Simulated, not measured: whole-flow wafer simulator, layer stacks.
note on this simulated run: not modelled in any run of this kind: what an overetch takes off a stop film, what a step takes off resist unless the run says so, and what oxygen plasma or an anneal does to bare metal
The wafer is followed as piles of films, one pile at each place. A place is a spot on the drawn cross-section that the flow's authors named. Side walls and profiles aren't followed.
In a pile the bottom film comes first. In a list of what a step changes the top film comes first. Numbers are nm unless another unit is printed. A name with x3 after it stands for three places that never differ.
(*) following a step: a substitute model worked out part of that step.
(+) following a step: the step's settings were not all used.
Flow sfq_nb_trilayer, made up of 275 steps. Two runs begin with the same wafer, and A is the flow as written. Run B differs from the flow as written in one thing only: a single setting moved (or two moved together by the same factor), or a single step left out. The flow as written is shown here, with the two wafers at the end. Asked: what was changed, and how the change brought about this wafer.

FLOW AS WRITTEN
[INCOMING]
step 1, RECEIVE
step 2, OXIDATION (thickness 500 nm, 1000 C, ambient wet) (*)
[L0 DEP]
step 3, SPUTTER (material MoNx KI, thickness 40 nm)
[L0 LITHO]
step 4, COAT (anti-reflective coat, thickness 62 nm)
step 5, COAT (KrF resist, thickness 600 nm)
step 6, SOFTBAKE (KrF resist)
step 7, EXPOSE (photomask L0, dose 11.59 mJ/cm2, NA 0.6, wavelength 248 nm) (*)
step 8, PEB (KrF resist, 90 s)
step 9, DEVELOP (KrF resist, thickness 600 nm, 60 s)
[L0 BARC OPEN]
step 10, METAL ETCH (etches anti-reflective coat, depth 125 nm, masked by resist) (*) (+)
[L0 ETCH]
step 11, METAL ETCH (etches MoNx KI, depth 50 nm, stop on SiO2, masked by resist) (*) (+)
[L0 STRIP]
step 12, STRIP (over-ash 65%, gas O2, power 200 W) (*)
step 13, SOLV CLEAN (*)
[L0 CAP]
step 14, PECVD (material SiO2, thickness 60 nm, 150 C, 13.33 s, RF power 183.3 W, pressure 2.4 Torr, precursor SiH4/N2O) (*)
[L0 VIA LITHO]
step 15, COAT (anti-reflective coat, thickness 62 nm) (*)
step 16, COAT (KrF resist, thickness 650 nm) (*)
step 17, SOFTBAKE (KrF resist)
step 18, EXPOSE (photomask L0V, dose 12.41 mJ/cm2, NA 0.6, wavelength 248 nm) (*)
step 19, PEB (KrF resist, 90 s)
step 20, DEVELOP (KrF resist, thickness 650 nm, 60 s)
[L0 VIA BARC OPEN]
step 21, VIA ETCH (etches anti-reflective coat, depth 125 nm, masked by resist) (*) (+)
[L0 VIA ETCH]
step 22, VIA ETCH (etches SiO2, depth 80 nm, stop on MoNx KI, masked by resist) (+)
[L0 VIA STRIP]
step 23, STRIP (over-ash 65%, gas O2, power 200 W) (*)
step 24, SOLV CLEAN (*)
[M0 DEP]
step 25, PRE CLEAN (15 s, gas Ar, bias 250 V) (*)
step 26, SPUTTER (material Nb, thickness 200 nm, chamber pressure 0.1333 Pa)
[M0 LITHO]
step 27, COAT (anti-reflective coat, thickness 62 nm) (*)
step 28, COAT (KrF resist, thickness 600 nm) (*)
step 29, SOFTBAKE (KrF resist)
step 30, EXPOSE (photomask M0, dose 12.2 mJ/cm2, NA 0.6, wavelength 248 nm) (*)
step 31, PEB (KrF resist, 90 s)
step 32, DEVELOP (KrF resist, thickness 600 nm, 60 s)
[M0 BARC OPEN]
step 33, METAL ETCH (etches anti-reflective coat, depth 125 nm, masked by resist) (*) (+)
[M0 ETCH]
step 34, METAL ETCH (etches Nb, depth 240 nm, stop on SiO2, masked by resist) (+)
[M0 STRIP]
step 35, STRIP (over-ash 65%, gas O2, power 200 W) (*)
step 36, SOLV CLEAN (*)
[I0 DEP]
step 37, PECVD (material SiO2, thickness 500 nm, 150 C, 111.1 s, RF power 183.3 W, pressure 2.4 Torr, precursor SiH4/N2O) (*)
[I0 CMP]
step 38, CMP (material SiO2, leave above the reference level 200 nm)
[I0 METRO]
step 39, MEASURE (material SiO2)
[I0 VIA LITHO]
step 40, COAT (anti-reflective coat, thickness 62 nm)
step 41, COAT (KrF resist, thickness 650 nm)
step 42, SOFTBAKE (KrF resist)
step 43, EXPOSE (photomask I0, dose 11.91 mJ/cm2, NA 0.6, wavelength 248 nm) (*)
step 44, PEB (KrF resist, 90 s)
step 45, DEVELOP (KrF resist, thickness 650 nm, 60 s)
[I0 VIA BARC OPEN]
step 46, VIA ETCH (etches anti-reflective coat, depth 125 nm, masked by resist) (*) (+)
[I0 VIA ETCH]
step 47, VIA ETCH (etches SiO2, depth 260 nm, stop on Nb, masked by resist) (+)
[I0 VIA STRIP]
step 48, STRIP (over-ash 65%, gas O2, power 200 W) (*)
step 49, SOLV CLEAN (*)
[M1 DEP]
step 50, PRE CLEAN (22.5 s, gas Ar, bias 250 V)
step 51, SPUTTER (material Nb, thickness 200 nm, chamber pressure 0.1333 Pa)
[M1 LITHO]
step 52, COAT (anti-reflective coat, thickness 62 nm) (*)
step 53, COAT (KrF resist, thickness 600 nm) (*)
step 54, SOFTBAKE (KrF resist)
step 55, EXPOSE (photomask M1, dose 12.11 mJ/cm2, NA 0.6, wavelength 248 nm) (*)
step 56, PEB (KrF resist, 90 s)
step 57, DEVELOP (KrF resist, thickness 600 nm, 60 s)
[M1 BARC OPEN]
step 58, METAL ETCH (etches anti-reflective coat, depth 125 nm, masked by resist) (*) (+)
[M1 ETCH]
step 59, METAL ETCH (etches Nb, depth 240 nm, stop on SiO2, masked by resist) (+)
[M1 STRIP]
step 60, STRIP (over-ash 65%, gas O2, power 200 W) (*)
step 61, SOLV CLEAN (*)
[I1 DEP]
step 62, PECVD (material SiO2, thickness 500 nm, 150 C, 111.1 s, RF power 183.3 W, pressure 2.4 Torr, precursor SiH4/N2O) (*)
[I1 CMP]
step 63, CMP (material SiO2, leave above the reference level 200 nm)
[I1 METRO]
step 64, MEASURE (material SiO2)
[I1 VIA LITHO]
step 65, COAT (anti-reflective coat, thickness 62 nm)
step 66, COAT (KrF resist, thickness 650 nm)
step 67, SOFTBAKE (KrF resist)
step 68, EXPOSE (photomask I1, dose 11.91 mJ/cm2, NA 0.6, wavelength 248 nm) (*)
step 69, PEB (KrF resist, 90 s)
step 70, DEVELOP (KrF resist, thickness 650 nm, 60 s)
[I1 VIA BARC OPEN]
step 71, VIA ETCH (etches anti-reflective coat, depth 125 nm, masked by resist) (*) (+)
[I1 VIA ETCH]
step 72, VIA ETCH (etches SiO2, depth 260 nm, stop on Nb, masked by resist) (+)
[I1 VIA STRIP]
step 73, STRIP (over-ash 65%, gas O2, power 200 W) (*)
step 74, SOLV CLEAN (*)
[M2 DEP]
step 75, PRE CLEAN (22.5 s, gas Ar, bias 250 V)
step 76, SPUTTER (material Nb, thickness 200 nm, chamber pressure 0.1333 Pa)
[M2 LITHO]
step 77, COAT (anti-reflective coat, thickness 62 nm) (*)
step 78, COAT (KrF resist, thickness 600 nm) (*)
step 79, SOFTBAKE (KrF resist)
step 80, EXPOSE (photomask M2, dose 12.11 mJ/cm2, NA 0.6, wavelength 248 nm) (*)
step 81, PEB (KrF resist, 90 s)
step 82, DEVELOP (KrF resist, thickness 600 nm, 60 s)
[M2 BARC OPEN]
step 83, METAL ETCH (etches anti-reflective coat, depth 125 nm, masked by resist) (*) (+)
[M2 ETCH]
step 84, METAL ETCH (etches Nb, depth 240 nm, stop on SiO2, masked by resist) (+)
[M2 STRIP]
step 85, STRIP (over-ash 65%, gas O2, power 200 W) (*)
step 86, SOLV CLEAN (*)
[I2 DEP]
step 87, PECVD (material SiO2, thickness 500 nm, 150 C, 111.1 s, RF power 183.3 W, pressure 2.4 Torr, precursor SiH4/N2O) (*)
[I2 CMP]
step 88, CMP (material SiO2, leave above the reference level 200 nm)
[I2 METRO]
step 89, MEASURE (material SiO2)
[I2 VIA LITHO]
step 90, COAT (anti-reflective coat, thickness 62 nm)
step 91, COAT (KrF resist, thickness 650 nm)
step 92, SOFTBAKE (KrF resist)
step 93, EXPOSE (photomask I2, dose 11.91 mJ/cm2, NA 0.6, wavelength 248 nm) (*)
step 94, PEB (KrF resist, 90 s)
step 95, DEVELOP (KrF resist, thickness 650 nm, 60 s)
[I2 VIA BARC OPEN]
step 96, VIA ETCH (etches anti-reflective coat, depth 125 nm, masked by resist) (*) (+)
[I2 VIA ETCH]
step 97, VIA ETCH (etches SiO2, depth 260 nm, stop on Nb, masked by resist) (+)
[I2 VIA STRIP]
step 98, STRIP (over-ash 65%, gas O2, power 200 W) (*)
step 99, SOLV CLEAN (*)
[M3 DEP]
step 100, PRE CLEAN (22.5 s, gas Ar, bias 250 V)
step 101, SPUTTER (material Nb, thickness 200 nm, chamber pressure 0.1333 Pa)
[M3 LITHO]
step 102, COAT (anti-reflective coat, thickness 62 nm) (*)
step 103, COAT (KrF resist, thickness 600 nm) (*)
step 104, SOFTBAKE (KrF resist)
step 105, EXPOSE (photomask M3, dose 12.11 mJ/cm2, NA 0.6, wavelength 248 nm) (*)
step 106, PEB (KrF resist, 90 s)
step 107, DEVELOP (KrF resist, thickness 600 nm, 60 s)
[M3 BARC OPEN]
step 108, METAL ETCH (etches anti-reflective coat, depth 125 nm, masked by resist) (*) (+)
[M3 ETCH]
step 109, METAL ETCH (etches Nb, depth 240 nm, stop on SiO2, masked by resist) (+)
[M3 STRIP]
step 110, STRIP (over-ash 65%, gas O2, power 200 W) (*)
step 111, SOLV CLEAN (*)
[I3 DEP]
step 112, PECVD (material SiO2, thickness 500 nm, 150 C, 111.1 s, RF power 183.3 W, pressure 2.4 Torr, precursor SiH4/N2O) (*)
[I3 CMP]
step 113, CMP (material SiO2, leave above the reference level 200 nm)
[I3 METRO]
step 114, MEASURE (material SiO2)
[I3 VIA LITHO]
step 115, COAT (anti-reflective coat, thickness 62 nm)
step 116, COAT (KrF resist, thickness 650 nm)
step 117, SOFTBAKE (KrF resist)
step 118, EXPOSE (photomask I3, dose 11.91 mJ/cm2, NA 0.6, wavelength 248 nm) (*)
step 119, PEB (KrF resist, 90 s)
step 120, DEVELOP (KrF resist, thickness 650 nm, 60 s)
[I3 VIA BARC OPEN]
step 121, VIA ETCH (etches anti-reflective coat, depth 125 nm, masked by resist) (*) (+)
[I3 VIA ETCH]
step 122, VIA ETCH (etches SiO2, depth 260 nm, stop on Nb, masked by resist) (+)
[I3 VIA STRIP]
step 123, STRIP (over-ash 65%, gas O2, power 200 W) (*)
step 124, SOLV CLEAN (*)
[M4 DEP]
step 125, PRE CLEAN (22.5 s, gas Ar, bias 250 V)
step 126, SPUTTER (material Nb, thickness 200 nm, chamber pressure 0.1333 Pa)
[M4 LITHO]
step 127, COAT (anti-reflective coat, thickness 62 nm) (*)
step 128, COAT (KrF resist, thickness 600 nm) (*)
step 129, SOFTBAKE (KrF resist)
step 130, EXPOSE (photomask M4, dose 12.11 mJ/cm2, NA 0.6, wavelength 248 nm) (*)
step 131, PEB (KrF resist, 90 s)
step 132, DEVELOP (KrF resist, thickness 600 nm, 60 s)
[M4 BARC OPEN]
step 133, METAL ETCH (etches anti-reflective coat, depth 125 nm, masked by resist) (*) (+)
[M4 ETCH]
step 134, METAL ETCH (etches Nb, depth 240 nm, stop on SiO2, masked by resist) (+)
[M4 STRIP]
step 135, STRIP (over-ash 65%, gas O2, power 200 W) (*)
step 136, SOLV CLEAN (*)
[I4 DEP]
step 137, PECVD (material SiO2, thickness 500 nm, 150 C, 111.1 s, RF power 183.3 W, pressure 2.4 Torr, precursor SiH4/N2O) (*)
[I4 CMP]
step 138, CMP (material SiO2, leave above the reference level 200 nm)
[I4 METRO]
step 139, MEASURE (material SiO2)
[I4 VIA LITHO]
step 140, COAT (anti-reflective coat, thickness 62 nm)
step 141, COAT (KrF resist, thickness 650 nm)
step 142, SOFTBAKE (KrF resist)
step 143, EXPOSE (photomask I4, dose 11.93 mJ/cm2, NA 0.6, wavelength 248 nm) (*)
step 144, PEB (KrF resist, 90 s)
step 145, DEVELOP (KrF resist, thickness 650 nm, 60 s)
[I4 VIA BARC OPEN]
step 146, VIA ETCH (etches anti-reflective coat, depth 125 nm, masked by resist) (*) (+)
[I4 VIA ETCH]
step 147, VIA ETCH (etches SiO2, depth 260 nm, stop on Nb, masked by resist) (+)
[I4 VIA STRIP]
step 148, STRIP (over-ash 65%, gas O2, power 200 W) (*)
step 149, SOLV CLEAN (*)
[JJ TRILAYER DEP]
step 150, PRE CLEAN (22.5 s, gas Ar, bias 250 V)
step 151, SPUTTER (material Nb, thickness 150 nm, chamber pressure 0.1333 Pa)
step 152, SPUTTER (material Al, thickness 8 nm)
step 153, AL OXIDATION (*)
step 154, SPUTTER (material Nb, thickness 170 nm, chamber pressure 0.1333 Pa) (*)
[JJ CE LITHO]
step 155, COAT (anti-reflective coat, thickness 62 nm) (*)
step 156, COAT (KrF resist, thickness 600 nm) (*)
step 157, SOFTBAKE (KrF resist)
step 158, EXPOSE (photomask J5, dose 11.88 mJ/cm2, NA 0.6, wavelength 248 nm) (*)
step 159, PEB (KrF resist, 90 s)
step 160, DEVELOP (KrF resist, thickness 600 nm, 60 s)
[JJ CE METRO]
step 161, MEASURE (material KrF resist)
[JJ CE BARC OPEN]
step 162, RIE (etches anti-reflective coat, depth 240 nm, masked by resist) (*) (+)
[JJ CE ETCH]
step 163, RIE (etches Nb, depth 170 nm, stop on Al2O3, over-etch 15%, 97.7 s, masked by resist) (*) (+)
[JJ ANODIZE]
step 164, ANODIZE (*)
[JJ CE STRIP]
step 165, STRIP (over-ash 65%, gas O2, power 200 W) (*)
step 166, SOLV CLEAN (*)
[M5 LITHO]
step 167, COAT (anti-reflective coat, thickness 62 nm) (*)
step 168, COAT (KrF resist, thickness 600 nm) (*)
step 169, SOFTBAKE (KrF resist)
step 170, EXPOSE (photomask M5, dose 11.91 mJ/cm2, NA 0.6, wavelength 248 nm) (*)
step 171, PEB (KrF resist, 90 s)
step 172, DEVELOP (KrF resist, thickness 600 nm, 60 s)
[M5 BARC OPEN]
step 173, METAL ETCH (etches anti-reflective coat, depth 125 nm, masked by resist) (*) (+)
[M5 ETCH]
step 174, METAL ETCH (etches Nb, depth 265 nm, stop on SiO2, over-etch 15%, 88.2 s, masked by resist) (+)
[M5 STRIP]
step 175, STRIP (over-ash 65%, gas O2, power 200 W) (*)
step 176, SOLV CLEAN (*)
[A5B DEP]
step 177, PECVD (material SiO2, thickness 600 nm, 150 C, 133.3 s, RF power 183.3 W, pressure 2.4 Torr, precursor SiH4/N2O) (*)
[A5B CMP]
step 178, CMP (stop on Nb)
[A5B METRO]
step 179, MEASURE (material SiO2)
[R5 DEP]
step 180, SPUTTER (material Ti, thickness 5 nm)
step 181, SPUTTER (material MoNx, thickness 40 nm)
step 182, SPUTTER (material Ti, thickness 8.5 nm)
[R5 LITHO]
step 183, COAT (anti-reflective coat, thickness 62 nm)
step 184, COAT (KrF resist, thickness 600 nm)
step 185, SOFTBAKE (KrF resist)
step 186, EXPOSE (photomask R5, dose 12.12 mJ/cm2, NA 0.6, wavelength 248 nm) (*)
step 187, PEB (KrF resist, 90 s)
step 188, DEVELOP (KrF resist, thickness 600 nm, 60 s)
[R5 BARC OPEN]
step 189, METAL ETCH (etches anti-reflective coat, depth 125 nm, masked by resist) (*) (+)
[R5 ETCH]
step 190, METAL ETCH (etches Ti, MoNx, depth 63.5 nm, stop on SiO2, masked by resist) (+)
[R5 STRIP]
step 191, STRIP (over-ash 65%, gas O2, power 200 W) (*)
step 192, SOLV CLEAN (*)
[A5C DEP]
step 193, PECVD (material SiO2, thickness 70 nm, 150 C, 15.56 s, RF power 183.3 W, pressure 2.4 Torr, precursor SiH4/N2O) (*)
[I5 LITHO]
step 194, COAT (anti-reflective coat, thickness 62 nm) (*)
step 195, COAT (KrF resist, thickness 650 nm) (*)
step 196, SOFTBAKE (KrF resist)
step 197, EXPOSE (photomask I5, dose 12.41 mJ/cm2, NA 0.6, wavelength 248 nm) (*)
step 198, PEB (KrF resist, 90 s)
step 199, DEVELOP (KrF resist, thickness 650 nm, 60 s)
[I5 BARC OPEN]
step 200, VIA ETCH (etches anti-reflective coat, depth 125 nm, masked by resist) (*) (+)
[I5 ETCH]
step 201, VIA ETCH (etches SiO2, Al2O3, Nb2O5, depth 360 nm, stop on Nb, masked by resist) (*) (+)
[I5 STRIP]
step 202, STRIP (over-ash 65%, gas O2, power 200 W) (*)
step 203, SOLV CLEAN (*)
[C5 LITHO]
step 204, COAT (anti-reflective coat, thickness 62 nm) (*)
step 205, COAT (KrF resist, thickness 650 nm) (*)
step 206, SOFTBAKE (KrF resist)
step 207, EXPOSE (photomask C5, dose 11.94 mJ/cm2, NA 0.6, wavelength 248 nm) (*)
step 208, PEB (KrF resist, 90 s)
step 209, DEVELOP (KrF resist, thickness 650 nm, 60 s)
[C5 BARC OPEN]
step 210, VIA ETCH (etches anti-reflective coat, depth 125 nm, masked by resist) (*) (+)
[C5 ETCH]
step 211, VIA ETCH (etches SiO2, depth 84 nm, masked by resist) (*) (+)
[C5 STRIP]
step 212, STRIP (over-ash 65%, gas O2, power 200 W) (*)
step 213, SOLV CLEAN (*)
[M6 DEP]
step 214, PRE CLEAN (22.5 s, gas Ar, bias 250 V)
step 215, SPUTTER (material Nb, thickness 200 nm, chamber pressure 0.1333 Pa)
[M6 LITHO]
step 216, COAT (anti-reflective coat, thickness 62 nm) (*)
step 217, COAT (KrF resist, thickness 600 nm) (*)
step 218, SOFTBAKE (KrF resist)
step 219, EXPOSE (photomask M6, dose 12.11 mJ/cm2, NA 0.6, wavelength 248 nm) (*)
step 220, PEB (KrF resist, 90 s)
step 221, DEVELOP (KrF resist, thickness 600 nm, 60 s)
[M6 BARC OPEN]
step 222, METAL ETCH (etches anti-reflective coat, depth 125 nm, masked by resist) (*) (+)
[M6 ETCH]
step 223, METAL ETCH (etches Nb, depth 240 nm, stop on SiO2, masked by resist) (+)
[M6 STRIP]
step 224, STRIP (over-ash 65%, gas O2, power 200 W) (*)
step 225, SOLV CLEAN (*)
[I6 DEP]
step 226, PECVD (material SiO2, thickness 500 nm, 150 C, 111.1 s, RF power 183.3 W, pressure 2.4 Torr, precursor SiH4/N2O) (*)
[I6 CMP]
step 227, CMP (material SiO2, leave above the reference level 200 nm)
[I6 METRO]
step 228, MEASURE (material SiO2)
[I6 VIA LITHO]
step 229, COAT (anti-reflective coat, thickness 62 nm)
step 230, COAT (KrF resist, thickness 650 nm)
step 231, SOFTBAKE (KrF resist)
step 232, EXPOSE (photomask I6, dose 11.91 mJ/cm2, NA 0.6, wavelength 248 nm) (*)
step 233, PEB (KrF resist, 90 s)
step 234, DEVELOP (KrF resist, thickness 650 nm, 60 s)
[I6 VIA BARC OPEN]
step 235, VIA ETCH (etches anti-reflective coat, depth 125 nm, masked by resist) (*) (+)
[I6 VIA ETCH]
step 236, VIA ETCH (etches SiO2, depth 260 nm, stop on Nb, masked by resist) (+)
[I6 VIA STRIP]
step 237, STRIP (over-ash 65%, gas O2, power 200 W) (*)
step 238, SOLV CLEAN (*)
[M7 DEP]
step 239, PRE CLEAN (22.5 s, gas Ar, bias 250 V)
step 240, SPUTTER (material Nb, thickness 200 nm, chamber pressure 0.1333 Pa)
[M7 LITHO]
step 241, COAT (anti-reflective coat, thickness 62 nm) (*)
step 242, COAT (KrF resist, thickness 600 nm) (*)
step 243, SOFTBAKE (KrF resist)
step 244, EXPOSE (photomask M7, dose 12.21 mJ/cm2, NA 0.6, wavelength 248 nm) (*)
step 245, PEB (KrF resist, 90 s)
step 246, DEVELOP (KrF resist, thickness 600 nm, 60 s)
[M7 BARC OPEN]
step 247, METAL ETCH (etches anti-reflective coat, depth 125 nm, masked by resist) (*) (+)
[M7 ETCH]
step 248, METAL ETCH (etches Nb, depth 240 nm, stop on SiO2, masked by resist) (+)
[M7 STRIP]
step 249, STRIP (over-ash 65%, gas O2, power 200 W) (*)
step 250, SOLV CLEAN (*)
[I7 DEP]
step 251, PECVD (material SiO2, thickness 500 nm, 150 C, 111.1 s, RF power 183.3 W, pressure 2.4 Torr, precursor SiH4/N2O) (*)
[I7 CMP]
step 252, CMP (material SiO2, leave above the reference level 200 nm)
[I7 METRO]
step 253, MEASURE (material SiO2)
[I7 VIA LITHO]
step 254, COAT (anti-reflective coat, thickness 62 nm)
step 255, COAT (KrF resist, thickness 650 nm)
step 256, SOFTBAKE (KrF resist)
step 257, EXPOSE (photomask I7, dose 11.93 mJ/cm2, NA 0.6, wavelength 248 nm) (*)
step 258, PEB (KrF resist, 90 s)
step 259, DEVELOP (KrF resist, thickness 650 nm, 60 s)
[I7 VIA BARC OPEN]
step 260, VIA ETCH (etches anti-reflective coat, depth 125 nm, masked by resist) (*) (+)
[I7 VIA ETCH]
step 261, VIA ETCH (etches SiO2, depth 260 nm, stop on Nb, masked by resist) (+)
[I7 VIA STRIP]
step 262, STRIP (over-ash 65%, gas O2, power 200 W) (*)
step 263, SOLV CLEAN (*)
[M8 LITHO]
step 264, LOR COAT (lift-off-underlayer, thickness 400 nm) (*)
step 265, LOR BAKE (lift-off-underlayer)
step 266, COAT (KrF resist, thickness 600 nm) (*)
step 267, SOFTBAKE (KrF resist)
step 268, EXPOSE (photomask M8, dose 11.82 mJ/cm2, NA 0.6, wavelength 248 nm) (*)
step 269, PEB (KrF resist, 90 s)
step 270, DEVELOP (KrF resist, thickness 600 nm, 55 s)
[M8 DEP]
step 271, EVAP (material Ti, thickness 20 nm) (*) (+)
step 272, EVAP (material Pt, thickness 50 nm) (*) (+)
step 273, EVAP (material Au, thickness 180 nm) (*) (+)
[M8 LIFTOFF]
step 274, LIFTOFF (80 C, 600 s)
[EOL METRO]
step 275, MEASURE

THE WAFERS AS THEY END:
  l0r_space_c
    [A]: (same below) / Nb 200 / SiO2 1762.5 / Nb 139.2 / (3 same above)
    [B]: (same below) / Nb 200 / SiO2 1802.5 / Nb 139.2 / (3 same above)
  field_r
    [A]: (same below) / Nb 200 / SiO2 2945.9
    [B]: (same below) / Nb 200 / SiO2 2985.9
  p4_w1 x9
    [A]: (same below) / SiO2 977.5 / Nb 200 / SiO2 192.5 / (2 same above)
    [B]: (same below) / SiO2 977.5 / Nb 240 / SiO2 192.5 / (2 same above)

The reason: step 101, SPUTTER: thickness 240 nm was run, though the flow has thickness 200 nm.
One can read it off the wafer: p4_w1 x9 has Nb 240, and step 101 as written asks for 200 nm.

How this came from the change, step by step:
  step 101, SPUTTER (material Nb, thickness 200 nm, chamber pressure 0.1333 Pa)
      field_l, v_sur, via_wl and 102 more: A +200 Nb (new film) | B +240 Nb (new film)
      via_w: A +165.5 Nb | B +199.1 Nb
  step 102, COAT (anti-reflective coat, thickness 62 nm) (*)
      via_wl, via_wr: A +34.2 anti-reflective coat (new film) | B +32.9 anti-reflective coat (new film)
  step 109, METAL ETCH (etches Nb, depth 240 nm, stop on SiO2, masked by resist) (+)
      field_l, be, be_sur and 72 more: A -200 Nb (all of it) | B -240 Nb (all of it)
  step 110, STRIP (over-ash 65%, gas O2, power 200 W) (*)
      via_wl, via_wr: A -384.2 KrF resist (all of it), -34.2 anti-reflective coat (all of it) | B -384.4 KrF resist (all of it), -32.9 anti-reflective coat (all of it)
  step 112, PECVD (material SiO2, thickness 500 nm, 150 C, 111.1 s, RF power 183.3 W, pressure 2.4 Torr, precursor SiH4/N2O) (*)
      p4_g1 x2, p3_s0 x6: A +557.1 SiO2 | B +597.1 SiO2
      via_w: A +615 SiO2 (new film) | B +596.9 SiO2 (new film)
  step 113, CMP (material SiO2, leave above the reference level 200 nm)
      field_l, be, be_sur and 64 more: A -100 SiO2 | B -60 SiO2
      via_w: A -181.6 SiO2 | B -157.1 SiO2
